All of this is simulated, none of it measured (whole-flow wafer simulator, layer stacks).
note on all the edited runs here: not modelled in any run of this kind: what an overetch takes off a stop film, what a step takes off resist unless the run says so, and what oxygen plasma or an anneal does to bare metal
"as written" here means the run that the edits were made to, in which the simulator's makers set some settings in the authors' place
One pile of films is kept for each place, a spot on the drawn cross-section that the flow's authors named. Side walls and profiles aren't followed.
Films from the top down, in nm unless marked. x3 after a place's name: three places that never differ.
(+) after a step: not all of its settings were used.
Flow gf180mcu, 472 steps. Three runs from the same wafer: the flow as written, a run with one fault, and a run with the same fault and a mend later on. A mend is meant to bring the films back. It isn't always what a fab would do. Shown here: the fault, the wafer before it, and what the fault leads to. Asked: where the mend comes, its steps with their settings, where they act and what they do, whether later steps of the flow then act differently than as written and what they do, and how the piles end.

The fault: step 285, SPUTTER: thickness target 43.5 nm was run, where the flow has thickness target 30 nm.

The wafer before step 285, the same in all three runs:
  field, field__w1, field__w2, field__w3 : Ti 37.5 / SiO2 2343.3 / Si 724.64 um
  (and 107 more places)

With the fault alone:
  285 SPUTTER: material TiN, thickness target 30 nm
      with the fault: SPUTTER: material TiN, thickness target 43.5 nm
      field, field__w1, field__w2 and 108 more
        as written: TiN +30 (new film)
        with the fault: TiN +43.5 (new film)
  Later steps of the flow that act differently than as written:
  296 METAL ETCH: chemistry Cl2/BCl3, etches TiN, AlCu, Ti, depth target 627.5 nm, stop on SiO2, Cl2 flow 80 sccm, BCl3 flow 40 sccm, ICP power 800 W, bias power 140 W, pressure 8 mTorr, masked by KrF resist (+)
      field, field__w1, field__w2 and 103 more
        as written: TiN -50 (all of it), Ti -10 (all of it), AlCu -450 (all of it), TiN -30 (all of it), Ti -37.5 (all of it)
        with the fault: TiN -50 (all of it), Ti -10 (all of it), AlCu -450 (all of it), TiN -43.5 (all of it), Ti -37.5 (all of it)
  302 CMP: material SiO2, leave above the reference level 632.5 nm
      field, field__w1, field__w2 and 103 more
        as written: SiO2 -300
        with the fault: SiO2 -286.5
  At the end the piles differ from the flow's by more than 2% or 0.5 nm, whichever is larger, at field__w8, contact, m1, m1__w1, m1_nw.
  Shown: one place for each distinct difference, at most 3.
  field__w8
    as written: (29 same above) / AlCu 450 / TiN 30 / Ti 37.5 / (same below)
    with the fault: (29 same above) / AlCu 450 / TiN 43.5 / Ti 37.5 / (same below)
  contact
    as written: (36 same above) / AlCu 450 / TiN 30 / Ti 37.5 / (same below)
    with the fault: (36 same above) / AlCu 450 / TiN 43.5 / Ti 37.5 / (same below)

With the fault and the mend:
  The mend comes after step 285.
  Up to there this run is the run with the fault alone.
  285a METAL ETCH: chemistry Cl2/BCl3, etches TiN, AlCu, Ti, depth target 13.5 nm, Cl2 flow 80 sccm, BCl3 flow 40 sccm, ICP power 800 W, bias power 140 W, pressure 8 mTorr (the flow's step 260 once more, with other settings)
      field, field__w1, field__w2 and 108 more
        TiN -13.5
  No later step of the flow acts differently than as written at any place that is followed.
  At the end the piles are the same as the flow's at every place that both follow.
